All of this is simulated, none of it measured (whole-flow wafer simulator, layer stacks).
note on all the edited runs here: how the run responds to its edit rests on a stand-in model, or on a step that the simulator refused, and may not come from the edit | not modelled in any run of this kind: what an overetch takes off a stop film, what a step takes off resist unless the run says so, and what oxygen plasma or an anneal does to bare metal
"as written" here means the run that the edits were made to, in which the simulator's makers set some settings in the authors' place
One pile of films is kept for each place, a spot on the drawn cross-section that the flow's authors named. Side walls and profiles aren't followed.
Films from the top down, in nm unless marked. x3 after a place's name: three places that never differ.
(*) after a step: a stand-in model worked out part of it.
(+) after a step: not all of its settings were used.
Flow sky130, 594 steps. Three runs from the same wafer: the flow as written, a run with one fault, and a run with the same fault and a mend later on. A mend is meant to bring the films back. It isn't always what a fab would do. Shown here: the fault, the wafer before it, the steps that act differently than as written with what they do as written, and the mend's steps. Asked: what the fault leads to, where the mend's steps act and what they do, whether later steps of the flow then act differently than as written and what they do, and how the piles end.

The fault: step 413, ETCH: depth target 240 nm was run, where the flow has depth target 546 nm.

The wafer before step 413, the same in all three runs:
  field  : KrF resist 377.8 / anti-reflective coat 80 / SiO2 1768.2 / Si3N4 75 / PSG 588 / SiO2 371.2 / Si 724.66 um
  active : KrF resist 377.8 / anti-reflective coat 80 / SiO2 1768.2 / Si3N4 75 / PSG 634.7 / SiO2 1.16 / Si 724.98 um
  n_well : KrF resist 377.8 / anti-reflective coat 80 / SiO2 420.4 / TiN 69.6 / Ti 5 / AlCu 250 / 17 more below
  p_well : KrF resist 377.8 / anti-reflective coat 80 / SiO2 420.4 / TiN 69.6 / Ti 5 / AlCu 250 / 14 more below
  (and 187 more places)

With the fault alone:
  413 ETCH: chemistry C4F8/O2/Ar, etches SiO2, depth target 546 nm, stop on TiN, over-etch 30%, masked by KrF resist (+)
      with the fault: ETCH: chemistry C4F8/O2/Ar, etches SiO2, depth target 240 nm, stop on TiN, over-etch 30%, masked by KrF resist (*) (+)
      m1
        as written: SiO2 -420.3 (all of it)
        with the fault: SiO2 -240
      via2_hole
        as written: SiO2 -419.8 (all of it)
        with the fault: SiO2 -240
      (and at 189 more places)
  Later steps of the flow that act differently than as written (1 more step differs only slightly, by at most 2% or 0.5 nm, whichever is larger, and isn't shown):
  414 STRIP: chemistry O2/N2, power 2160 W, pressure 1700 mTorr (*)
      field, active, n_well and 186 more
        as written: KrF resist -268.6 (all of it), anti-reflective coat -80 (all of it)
        with the fault: KrF resist -329.8 (all of it), anti-reflective coat -80 (all of it)
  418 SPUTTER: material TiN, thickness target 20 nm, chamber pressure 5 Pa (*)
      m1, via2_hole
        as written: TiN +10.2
        with the fault: TiN +12.8 (new film)
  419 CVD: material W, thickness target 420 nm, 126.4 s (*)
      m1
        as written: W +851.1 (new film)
        with the fault: W +667.8 (new film)
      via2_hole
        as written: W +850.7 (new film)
        with the fault: W +667.8 (new film)
  At the end the piles differ from the flow's by more than 2% or 0.5 nm, whichever is larger, at m1, via2_hole.
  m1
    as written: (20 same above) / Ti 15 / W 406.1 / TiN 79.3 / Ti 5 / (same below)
    with the fault: (20 same above) / Ti 15 / W 222.8 / TiN 12.8 / SiO2 180.3 / TiN 69.6 / Ti 5 / (same below)
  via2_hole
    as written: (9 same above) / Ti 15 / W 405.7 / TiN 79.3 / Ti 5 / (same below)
    with the fault: (9 same above) / Ti 15 / W 222.8 / TiN 12.8 / SiO2 179.8 / TiN 69.6 / Ti 5 / (same below)

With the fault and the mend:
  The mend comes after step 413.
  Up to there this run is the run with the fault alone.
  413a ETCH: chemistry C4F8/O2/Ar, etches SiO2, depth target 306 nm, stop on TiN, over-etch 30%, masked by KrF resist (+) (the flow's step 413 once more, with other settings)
      field, active, n_well and 186 more
        KrF resist -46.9
      m1
        SiO2 -180.3 (all of it)
      via2_hole
        SiO2 -179.8 (all of it)
  Later steps of the flow that act differently than as written:
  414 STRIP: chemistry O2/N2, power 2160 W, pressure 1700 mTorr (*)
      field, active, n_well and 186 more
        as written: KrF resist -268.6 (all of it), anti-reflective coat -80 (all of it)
        with the mend: KrF resist -283 (all of it), anti-reflective coat -80 (all of it)
  At the end the piles are the same as the flow's at every place that both follow.
